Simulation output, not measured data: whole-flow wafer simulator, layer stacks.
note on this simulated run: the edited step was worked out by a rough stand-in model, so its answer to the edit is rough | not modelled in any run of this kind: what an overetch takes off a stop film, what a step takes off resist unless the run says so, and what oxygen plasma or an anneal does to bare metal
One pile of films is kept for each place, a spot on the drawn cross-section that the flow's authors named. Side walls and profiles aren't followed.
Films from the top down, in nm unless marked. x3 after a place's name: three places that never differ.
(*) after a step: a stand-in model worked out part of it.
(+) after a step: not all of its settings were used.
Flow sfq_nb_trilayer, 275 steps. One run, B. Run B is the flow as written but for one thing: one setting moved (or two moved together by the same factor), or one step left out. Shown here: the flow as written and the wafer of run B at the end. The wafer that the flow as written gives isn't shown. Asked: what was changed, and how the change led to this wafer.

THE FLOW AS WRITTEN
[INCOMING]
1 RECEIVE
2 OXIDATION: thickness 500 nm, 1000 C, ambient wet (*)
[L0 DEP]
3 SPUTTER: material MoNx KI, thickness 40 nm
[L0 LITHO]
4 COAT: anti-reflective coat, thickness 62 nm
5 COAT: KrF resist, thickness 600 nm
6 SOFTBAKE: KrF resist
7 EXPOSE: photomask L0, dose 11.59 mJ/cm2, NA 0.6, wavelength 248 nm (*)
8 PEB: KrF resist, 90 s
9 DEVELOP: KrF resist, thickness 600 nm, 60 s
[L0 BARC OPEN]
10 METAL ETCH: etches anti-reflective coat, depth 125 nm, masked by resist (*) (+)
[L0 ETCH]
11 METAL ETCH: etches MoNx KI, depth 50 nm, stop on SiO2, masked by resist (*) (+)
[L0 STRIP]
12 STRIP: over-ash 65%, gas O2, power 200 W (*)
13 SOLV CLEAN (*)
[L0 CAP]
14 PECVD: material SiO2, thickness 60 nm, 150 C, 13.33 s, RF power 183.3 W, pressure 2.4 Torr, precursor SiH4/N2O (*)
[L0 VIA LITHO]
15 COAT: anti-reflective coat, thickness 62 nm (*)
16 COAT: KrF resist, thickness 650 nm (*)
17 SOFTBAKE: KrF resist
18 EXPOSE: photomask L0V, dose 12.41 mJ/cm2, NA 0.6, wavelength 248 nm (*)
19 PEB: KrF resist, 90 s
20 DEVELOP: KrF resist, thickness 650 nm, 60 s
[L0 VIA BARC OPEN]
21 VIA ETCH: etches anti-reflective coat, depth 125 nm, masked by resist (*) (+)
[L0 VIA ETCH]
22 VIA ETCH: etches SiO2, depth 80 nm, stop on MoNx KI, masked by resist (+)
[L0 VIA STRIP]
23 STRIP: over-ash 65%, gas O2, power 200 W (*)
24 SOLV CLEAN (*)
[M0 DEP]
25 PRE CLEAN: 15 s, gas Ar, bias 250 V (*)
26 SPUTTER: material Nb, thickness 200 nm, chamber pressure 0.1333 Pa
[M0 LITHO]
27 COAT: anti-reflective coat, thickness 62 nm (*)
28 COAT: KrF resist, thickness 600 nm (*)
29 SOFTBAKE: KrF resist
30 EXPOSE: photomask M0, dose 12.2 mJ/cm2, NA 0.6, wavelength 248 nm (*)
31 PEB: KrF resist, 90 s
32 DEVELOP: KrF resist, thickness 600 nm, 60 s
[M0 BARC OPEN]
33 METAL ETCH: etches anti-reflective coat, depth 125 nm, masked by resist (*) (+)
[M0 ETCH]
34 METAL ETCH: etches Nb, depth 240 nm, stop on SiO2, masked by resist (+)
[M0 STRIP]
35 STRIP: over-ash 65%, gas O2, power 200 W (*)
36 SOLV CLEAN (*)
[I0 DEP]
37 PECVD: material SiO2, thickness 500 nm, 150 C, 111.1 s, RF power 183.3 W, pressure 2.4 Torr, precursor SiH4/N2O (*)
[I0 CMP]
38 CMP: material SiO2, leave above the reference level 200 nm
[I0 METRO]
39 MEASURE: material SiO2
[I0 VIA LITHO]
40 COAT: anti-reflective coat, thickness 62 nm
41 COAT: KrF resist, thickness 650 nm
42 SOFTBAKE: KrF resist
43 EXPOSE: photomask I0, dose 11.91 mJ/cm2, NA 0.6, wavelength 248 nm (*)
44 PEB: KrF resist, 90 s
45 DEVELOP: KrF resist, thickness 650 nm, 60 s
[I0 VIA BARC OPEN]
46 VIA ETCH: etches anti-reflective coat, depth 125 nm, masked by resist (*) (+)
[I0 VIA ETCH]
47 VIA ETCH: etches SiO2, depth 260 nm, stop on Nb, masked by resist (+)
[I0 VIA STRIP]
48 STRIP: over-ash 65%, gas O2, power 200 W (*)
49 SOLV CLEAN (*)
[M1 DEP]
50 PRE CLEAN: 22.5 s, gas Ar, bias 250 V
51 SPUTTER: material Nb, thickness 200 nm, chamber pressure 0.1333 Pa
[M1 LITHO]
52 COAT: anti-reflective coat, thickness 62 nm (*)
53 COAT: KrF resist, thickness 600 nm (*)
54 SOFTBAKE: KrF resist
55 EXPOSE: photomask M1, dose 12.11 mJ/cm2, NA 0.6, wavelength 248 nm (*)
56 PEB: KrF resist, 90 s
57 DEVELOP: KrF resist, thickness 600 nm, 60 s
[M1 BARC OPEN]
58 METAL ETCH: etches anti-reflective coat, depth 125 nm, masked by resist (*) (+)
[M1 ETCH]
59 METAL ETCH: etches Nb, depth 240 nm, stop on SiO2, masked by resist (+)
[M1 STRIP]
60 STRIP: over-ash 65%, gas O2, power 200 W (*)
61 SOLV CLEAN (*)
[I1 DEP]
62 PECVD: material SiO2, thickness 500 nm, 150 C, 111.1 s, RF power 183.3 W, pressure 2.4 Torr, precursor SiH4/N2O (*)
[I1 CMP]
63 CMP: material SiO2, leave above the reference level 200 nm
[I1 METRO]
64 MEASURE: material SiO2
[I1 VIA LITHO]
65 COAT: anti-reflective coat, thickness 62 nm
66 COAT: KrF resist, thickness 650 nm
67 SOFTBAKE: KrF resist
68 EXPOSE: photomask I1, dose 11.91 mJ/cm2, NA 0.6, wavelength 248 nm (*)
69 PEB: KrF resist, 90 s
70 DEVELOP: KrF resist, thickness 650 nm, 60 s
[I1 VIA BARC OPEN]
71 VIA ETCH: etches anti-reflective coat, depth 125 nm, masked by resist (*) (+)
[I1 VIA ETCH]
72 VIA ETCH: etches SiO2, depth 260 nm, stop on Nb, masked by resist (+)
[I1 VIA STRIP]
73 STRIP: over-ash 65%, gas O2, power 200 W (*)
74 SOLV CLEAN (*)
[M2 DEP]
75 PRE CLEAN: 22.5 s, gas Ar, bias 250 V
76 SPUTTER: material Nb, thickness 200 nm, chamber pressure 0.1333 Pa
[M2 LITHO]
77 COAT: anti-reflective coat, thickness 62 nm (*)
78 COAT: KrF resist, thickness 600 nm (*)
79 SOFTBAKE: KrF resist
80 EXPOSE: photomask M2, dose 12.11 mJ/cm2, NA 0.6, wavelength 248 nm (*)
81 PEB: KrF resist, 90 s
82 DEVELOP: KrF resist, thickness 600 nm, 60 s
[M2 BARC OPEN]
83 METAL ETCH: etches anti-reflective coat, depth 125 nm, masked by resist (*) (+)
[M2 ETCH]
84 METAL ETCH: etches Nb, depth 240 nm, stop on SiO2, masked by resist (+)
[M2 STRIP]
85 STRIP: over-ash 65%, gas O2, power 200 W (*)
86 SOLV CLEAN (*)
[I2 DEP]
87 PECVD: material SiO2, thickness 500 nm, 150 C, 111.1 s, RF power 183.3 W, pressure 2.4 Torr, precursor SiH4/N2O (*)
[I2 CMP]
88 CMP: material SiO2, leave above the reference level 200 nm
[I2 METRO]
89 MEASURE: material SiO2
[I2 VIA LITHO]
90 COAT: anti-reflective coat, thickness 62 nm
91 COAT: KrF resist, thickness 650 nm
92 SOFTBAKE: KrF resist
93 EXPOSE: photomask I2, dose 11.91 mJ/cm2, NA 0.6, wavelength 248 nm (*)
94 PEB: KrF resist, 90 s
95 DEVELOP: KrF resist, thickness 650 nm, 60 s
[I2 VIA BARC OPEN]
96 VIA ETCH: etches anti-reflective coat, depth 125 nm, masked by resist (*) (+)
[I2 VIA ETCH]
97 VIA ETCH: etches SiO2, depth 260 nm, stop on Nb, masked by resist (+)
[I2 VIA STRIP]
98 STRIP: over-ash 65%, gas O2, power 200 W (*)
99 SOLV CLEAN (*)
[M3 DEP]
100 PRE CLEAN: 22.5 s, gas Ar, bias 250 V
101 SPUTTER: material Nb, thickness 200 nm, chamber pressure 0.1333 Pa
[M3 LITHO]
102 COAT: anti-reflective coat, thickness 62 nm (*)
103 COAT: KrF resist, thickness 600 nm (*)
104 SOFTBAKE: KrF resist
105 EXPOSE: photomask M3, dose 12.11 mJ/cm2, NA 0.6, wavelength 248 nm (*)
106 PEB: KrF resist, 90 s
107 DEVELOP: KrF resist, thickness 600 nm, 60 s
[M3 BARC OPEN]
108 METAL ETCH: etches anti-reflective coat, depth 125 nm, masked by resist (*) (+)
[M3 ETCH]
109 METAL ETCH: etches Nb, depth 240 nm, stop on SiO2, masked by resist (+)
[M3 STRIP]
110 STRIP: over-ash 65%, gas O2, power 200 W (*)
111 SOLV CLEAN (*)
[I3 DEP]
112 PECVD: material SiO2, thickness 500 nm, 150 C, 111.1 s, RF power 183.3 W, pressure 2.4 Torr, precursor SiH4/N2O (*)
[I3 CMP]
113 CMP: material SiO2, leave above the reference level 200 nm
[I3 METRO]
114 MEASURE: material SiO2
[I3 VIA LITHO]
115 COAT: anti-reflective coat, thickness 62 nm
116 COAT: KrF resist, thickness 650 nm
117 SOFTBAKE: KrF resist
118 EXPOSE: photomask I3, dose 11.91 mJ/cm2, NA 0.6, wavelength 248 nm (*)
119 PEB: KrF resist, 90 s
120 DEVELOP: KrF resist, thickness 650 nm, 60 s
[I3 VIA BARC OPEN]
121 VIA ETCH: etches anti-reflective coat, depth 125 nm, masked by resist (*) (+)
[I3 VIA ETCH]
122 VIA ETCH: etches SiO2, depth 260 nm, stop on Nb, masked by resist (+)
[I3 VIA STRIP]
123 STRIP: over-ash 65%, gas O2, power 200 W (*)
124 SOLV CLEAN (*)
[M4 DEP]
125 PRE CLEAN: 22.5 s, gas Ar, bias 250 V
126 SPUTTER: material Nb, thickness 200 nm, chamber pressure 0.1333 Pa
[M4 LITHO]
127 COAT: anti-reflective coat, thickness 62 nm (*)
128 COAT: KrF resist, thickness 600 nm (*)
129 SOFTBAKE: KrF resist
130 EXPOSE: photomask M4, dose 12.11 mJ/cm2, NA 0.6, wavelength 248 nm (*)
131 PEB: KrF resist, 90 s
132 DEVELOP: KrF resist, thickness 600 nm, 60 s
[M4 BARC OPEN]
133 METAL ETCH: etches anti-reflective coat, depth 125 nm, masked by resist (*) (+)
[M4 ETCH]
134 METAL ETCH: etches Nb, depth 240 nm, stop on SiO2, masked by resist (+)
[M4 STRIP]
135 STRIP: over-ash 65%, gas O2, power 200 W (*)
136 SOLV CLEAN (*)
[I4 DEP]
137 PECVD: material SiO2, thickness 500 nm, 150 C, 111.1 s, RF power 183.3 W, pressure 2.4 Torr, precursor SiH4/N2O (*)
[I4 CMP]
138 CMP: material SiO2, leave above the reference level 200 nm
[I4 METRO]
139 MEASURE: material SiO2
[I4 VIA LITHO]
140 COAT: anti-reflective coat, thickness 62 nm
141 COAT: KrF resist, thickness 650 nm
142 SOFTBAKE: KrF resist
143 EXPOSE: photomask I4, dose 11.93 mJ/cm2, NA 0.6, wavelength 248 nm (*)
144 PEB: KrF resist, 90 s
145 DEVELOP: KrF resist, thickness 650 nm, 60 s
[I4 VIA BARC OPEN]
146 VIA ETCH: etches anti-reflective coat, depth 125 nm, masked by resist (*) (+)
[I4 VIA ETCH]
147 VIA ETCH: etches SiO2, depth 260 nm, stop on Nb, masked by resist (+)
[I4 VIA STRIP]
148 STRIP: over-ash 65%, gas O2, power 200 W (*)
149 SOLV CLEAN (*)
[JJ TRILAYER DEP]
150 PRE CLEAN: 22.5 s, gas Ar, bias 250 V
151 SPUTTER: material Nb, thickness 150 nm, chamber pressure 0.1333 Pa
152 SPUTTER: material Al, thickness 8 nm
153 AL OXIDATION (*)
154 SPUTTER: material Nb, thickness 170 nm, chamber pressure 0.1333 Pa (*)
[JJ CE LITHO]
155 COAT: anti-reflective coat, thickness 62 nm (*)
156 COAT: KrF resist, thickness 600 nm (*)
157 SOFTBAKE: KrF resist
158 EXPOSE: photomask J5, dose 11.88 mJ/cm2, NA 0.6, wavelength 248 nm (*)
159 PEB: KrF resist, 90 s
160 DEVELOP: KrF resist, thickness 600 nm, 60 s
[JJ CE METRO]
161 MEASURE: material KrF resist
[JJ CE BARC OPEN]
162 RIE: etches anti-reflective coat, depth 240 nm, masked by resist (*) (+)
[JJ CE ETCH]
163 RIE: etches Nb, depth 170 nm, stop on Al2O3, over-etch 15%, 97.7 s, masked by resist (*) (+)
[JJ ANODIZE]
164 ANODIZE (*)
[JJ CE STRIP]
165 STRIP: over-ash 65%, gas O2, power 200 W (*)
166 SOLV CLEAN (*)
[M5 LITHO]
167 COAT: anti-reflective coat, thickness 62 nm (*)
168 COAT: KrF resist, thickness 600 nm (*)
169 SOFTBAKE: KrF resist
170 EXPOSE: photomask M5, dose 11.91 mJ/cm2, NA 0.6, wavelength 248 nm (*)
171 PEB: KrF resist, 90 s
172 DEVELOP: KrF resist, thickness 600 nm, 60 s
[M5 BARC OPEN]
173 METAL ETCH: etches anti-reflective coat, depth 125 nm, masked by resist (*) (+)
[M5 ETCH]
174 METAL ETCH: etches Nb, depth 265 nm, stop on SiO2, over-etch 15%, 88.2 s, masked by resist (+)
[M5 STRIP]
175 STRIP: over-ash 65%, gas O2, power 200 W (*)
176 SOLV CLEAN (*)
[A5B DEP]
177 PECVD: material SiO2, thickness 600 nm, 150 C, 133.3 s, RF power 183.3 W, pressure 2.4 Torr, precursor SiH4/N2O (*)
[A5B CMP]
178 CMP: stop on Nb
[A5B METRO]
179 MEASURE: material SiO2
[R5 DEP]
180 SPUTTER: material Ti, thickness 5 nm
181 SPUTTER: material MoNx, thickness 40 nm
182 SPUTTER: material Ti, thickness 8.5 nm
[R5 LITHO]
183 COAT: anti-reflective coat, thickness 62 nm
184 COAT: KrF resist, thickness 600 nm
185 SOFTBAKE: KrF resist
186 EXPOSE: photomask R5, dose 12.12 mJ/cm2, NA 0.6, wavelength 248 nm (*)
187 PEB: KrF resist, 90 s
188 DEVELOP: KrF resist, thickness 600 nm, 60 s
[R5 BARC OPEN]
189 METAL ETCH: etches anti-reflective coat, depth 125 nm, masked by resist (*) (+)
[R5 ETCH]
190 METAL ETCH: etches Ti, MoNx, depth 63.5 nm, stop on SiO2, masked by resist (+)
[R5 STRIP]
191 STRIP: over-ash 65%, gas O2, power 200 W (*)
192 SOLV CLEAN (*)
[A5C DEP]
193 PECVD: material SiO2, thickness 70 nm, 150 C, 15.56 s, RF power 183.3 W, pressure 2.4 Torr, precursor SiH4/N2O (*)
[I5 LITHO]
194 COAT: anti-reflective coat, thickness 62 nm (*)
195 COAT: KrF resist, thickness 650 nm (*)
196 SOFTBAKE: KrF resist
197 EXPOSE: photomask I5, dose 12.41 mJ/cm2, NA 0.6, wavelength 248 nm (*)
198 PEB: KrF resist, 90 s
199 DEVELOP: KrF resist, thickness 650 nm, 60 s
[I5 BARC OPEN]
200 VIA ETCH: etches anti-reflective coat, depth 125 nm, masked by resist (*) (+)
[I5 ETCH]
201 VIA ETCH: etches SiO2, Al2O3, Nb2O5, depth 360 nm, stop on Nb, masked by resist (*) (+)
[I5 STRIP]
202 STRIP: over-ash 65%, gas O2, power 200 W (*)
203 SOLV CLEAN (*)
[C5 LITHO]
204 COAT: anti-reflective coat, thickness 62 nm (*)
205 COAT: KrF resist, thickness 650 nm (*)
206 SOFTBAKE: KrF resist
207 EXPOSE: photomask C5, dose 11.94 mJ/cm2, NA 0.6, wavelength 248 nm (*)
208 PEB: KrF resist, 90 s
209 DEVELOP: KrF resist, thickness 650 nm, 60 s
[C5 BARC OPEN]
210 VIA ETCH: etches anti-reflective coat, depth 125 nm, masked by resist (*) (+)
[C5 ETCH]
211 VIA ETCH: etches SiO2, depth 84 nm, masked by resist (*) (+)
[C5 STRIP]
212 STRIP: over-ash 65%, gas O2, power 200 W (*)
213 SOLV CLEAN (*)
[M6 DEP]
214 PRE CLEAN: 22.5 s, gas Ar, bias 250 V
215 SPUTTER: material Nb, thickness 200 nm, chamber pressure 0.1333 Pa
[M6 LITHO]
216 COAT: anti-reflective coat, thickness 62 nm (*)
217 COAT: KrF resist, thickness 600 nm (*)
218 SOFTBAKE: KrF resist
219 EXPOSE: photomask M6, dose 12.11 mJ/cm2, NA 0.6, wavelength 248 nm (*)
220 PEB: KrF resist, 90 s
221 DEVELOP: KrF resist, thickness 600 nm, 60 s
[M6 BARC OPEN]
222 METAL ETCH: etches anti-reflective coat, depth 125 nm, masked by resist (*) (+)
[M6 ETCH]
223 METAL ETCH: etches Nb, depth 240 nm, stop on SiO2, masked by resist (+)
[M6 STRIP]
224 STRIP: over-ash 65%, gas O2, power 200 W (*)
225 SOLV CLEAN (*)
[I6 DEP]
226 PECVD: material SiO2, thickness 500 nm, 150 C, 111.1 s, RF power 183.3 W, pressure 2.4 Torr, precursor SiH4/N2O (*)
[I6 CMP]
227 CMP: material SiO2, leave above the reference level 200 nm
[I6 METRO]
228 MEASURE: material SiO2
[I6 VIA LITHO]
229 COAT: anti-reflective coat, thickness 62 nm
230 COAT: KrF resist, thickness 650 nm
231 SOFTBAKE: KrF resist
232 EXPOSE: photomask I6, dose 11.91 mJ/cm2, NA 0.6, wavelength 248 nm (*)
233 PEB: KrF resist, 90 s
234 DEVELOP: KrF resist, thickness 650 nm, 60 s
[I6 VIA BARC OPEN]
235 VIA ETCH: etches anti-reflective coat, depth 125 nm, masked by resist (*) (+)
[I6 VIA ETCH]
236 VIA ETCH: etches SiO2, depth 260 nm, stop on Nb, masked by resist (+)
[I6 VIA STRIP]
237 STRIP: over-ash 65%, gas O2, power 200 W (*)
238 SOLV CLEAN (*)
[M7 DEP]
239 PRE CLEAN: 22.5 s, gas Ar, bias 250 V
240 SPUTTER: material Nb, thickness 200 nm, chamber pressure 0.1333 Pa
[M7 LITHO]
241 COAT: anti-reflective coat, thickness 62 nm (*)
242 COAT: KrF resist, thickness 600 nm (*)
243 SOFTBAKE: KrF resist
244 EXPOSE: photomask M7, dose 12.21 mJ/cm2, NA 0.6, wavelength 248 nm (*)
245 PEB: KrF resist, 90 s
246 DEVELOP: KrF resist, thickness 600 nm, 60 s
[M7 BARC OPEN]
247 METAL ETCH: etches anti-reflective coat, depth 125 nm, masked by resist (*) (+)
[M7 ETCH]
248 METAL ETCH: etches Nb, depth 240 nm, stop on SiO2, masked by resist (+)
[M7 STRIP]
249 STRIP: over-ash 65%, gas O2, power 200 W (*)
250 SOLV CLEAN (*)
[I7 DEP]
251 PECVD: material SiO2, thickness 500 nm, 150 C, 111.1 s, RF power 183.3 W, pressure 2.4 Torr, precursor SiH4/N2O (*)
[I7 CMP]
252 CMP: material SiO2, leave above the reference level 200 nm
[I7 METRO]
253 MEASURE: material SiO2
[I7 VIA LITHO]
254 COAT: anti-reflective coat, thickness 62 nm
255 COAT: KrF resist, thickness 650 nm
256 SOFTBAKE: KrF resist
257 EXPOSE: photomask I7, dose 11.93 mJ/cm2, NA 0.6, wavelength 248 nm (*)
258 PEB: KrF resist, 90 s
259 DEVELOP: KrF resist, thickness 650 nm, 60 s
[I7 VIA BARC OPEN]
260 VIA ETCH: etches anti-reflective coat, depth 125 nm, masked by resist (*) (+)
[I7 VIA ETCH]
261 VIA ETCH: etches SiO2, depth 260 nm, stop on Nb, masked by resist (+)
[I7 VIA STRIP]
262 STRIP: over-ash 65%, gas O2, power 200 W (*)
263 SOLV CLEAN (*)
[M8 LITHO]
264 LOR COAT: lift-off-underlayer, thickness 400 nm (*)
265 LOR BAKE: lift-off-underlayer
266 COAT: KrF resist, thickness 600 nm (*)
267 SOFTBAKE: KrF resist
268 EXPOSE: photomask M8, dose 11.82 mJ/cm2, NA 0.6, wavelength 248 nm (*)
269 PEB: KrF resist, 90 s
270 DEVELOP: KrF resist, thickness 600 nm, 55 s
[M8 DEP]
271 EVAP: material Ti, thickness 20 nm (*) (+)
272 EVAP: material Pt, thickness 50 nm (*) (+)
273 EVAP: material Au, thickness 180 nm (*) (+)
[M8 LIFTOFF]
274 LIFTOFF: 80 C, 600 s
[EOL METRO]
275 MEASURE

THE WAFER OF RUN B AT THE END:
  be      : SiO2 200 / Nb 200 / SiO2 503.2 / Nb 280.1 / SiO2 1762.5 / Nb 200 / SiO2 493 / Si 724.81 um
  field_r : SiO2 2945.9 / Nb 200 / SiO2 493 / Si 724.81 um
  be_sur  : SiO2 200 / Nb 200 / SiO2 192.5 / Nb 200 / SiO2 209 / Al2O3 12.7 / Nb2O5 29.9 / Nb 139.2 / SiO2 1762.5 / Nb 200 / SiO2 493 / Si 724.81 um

The cause: step 2, OXIDATION: thickness 438 nm was run, where the flow has thickness 500 nm.

How the change led to this, step by step:
  2 OXIDATION: thickness 500 nm, 1000 C, ambient wet (*)
      field_l, v_sur, via_wl and 103 more: SiO2 +438 (new film), chemical SiO2 -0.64 (all of it), Si -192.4 (as written it would be: SiO2 +500 (new film), chemical SiO2 -0.64 (all of it), Si -219.7)
